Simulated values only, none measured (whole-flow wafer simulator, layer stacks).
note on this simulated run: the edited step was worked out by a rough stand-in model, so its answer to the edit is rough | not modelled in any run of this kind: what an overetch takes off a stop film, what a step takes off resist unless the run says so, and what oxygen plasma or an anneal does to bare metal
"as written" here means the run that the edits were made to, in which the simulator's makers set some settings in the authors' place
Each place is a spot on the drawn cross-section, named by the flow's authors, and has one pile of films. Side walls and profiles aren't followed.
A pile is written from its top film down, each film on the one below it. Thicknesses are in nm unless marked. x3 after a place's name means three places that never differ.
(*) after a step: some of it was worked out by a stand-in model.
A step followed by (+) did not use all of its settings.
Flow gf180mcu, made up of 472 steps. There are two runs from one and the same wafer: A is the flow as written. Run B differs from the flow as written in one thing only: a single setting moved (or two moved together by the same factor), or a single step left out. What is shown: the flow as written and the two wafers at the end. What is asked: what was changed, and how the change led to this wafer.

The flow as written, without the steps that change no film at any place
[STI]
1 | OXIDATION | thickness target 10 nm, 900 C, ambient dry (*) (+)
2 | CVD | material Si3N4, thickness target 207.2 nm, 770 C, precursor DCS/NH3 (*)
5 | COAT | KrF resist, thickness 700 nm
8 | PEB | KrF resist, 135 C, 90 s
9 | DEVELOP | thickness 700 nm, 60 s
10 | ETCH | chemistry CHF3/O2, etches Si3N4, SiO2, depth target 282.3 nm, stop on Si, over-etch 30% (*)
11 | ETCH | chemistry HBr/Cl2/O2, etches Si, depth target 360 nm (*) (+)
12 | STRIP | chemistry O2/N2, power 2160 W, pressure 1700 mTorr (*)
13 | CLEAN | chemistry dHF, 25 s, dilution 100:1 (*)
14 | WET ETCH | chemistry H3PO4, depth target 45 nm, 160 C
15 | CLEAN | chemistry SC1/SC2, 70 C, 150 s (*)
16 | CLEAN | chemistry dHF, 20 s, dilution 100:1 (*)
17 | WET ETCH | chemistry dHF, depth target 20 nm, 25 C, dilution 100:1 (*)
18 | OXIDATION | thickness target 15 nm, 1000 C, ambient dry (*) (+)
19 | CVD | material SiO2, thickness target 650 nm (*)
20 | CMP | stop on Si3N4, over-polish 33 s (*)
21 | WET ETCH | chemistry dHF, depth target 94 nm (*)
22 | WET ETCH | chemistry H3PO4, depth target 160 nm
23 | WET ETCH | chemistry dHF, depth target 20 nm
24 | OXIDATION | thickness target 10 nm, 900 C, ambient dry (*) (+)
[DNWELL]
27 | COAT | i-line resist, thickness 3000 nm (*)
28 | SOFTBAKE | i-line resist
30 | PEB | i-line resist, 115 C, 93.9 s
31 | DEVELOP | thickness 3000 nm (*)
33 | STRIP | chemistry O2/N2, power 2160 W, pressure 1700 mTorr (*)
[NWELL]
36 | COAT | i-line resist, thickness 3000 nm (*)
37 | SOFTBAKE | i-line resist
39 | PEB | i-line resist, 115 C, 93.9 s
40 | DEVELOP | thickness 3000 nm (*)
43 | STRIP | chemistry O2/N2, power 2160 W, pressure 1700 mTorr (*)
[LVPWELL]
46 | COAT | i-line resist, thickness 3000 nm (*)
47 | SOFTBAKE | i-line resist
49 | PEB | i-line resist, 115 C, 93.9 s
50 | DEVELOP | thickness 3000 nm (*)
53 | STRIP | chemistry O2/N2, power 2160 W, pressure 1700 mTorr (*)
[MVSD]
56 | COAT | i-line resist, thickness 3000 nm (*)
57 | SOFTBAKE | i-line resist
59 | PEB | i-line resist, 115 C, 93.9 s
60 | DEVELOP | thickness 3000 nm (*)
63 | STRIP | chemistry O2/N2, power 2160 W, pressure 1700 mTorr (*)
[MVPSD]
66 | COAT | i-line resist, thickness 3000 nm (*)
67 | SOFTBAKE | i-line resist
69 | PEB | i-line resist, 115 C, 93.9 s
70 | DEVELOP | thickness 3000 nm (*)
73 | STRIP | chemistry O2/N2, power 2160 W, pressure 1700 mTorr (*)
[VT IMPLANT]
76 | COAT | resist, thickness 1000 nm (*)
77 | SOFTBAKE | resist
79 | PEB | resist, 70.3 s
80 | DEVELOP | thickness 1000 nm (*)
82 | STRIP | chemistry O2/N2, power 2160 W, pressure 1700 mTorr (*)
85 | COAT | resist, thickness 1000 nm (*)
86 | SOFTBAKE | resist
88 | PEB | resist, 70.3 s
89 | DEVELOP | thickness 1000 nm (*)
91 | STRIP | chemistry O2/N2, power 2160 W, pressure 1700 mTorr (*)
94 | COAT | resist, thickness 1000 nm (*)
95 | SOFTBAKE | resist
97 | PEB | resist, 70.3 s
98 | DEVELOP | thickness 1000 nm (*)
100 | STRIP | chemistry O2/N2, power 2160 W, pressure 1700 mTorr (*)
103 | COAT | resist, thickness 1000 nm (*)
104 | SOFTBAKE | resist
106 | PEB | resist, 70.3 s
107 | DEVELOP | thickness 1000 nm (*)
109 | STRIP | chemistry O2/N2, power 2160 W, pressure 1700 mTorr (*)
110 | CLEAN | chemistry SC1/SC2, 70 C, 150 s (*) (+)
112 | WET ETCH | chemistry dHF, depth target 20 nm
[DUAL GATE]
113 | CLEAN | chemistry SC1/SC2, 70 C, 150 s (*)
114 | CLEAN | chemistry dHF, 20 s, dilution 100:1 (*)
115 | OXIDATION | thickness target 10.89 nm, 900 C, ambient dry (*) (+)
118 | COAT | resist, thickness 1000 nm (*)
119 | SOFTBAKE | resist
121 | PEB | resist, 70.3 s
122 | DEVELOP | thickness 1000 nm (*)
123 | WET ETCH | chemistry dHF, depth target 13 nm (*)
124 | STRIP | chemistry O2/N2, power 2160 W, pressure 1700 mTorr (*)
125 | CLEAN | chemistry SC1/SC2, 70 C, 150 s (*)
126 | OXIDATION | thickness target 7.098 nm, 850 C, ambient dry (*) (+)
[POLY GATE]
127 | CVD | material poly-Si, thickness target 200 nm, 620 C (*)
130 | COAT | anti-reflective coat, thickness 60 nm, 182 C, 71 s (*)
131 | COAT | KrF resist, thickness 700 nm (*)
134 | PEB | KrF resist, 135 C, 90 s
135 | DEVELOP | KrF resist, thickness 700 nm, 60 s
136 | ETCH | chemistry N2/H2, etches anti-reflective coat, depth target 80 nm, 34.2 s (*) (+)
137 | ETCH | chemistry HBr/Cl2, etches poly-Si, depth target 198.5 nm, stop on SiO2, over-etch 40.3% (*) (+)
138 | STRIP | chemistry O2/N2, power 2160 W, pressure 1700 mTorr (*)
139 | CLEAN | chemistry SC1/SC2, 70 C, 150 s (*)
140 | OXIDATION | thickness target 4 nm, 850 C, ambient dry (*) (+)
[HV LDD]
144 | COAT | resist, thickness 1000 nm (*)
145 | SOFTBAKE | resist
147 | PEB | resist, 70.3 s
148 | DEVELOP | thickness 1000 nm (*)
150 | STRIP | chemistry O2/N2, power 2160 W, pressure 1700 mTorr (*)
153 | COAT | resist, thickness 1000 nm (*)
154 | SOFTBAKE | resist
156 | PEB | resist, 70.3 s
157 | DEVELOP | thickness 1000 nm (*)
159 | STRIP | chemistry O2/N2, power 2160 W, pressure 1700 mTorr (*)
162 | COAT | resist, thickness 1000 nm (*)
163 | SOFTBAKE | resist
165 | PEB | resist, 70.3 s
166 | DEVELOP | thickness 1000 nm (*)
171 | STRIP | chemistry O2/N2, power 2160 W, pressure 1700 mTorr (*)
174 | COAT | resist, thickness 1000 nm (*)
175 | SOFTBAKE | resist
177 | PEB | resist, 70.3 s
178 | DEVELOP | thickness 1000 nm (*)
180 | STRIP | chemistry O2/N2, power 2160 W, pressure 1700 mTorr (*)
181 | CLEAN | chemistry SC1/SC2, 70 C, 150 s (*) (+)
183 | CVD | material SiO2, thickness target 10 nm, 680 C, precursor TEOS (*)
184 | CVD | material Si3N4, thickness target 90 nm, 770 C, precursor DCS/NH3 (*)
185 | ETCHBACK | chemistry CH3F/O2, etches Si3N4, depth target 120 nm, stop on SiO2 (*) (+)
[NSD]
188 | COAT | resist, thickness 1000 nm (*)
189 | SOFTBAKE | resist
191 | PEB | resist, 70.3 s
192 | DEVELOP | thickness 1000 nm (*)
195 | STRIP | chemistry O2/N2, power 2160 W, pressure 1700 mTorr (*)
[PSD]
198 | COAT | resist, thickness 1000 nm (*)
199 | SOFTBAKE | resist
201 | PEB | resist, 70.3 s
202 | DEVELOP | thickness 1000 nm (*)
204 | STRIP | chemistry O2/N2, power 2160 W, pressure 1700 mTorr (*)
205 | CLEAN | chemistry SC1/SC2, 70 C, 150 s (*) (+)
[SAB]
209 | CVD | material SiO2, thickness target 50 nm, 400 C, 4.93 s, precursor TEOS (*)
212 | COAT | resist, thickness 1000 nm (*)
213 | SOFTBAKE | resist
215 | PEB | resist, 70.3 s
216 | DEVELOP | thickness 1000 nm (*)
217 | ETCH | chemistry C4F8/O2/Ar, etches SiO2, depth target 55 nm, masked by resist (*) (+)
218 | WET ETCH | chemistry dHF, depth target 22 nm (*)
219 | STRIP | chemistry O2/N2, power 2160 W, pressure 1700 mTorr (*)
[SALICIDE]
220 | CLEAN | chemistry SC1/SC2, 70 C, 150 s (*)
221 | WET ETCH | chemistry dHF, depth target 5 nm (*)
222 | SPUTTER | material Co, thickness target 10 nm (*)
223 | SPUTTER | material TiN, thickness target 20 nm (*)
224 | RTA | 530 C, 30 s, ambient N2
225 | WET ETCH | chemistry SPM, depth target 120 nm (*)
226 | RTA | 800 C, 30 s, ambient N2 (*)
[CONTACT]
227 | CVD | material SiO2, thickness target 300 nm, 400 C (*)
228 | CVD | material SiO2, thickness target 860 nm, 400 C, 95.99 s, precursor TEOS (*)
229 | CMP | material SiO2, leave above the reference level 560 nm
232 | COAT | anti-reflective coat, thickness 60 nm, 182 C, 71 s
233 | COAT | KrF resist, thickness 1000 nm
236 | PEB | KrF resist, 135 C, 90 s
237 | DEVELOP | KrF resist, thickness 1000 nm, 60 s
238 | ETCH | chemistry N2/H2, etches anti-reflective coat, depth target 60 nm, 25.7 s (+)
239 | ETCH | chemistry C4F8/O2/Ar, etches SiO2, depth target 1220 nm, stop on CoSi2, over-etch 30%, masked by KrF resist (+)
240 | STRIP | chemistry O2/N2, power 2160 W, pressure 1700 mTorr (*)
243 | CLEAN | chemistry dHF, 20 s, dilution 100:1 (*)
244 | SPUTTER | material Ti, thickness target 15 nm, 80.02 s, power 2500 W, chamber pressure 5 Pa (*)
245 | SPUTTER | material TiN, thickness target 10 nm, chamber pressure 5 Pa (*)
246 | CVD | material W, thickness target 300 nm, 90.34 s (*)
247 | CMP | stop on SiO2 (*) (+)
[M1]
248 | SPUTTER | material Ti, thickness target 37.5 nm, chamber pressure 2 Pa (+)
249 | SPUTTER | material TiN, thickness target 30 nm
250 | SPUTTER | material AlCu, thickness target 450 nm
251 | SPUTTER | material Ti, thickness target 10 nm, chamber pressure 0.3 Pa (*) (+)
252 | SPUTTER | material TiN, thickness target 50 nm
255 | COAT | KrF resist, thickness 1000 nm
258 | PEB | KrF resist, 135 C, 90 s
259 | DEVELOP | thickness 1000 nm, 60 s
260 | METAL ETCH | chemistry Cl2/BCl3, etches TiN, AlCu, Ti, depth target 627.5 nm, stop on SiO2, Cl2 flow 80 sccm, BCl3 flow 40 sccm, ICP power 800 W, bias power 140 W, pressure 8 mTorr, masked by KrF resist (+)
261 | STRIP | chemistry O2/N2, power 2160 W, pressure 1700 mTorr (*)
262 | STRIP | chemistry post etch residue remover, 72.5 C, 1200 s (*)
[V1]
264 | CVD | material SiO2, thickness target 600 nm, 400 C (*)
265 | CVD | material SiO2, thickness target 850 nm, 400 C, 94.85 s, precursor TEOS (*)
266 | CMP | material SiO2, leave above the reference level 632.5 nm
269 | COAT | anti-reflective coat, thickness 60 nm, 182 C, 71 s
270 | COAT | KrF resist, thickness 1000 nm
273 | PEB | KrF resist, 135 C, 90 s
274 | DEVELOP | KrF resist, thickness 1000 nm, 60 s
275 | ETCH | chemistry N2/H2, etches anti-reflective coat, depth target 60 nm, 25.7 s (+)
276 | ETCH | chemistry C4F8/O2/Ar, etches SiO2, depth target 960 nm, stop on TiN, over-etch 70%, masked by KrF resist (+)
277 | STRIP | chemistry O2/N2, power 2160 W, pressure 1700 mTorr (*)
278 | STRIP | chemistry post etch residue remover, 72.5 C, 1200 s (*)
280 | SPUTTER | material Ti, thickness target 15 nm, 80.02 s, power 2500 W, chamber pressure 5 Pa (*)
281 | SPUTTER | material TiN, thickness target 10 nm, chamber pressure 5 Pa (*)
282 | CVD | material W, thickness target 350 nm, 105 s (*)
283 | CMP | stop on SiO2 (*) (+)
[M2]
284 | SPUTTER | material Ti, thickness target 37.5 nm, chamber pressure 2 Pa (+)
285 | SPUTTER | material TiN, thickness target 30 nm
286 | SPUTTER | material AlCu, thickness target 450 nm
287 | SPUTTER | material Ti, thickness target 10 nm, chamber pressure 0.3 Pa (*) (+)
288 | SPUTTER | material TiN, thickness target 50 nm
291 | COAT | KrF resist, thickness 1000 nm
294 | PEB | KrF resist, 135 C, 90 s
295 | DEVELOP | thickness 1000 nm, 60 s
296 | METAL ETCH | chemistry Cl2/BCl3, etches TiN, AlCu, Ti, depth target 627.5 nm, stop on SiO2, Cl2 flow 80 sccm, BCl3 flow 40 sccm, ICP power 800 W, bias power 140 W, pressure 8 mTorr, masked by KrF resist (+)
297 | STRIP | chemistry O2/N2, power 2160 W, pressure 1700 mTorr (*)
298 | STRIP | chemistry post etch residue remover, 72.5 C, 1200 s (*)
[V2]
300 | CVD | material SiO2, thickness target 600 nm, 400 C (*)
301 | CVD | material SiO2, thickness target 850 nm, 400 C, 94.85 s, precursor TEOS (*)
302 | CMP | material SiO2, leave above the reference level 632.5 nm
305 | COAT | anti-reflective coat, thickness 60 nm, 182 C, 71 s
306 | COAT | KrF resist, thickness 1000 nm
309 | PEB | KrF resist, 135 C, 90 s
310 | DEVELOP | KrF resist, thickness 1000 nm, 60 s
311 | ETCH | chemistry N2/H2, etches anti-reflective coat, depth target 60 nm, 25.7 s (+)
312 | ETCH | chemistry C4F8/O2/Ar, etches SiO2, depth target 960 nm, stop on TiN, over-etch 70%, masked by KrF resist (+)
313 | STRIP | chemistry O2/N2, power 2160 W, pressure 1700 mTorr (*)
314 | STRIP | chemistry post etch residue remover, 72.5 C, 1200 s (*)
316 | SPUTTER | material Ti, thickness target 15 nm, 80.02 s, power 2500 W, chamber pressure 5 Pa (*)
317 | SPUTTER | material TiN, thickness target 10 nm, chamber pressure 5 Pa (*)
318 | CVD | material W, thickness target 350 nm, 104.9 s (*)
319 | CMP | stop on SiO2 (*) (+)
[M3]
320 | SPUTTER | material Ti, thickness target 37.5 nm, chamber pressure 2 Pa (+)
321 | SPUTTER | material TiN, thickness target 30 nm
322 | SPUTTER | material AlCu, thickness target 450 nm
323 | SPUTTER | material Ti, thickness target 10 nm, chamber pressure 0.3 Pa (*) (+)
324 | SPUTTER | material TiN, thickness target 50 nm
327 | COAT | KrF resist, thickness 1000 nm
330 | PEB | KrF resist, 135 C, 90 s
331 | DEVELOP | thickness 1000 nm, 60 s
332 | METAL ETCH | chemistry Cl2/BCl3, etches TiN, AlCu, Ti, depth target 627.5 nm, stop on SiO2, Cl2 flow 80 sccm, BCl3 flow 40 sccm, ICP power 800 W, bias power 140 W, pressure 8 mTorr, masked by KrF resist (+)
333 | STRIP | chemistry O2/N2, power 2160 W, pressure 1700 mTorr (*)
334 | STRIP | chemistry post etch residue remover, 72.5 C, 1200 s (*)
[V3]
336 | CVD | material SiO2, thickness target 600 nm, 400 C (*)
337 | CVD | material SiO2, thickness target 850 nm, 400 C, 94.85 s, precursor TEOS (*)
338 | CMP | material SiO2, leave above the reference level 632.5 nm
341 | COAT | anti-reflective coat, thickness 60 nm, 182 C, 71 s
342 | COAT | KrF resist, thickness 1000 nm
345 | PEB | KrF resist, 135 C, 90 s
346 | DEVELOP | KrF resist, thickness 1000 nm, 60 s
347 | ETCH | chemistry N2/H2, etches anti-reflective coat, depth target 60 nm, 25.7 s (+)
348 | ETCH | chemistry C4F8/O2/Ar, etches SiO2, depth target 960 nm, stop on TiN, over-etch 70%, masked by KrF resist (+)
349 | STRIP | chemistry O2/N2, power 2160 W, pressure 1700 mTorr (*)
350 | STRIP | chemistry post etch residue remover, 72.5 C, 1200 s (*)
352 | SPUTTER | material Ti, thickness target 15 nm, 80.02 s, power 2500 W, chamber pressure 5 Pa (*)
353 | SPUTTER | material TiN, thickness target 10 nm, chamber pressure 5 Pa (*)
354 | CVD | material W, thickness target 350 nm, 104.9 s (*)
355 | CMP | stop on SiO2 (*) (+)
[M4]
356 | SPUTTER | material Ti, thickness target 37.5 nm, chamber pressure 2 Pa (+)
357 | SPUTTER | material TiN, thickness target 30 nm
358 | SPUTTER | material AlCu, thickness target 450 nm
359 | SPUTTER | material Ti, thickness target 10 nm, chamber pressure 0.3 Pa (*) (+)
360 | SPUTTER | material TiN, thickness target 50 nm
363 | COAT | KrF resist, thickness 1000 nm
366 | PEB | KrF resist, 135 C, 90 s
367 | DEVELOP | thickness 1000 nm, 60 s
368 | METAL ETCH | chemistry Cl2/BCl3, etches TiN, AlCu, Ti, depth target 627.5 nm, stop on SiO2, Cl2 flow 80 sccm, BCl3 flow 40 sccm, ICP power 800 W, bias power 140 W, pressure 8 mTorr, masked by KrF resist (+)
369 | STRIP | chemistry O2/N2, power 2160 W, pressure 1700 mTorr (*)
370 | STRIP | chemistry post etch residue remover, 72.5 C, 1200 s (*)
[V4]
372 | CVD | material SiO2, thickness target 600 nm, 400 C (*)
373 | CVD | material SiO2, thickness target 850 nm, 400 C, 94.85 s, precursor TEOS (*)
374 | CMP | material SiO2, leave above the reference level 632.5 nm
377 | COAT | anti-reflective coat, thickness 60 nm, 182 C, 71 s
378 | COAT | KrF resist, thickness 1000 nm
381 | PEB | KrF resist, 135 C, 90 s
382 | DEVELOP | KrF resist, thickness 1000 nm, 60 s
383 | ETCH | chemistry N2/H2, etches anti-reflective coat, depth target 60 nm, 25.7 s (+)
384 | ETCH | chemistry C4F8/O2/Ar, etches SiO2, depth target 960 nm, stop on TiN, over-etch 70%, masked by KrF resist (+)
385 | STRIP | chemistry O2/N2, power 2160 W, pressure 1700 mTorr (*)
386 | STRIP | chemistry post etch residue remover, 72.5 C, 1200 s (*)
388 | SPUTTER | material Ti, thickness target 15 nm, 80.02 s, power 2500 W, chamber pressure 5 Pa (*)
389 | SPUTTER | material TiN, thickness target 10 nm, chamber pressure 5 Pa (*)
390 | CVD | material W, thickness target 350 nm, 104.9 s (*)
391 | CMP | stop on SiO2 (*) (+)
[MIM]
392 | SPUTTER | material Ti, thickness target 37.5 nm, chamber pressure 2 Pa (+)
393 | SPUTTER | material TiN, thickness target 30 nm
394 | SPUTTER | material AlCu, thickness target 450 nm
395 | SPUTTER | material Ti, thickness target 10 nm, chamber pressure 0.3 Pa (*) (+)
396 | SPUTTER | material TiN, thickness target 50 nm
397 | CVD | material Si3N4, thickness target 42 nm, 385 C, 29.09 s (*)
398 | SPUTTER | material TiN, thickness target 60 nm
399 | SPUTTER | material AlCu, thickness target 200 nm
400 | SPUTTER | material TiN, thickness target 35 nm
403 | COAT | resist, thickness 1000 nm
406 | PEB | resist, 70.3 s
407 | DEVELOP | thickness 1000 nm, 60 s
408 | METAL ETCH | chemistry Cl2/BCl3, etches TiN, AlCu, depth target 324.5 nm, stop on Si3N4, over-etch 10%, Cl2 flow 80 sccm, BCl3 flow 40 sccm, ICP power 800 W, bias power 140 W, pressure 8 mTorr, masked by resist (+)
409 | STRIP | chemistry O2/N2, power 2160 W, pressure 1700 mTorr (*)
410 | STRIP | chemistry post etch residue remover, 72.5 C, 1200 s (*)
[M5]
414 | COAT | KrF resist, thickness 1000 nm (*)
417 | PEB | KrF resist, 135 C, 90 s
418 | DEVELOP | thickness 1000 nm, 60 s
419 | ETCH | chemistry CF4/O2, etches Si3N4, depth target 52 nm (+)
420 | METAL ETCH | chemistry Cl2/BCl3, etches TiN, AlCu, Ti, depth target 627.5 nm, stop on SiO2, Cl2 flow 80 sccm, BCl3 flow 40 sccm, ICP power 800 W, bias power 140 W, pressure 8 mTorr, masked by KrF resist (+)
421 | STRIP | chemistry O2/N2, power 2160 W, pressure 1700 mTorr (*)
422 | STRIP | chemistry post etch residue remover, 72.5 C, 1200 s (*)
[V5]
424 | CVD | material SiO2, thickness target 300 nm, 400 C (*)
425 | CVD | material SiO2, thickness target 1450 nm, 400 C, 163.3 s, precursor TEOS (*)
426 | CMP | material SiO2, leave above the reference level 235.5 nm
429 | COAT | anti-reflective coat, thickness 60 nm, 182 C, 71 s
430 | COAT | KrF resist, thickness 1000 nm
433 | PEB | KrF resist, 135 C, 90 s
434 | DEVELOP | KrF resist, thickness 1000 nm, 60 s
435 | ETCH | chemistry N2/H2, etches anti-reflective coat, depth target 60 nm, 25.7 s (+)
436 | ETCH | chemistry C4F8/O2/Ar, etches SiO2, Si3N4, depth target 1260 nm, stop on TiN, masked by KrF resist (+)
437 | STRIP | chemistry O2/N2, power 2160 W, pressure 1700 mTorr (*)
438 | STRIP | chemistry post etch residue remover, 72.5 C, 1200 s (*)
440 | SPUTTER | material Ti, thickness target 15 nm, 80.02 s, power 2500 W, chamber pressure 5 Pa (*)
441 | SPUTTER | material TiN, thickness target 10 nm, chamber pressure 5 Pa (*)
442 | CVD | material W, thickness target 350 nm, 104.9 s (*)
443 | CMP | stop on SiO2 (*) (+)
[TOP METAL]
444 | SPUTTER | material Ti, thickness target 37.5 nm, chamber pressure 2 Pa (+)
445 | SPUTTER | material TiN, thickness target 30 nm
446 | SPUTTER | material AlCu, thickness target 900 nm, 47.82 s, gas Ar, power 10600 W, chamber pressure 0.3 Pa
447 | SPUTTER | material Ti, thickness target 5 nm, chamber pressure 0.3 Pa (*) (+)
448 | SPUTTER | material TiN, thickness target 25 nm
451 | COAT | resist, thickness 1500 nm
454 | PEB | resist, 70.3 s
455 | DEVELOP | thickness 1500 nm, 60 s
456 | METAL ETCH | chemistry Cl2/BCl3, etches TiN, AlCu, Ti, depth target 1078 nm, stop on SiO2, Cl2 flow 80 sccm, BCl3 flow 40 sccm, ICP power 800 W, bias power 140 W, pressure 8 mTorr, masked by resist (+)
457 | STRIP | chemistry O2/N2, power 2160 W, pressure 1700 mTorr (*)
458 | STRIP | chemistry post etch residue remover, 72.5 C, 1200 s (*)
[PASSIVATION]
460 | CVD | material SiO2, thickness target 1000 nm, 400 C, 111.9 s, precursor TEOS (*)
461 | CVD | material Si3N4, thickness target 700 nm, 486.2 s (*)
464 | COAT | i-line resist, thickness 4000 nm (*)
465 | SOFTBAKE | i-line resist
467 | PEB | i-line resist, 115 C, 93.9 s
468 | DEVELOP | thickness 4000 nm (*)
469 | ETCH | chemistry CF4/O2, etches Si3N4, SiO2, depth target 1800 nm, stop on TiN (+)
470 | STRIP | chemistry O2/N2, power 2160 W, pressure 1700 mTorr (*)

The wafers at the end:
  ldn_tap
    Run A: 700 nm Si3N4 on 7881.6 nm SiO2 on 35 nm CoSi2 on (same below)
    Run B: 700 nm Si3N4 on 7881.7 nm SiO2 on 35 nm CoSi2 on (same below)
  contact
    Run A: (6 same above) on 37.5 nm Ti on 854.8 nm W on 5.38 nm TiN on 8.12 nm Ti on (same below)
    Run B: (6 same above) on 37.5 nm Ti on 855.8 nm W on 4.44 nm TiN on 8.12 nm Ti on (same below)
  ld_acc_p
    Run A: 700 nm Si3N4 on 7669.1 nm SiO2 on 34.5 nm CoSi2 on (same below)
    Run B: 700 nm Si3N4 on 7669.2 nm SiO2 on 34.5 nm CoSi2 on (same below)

What caused this: step 441, SPUTTER: thickness target 8.25 nm was run, whereas the flow has thickness target 10 nm.

Step by step, how the change led to this:
  441 | SPUTTER | material TiN, thickness target 10 nm, chamber pressure 5 Pa (*)
      field, field__w1, field__w2 and 108 more: A TiN gains 10 (new film) | B TiN gains 8.25 (new film)
      contact: A TiN gains 5.38 (new film) | B TiN gains 4.44 (new film)
  443 | CMP | stop on SiO2 (*) (+)
      field, field__w1, field__w2 and 108 more: A W loses 350 (all of it), TiN loses 10 (all of it), Ti loses 15 (all of it), SiO2 loses 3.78 | B W loses 350 (all of it), TiN loses 8.25 (all of it), Ti loses 15 (all of it), SiO2 loses 3.77
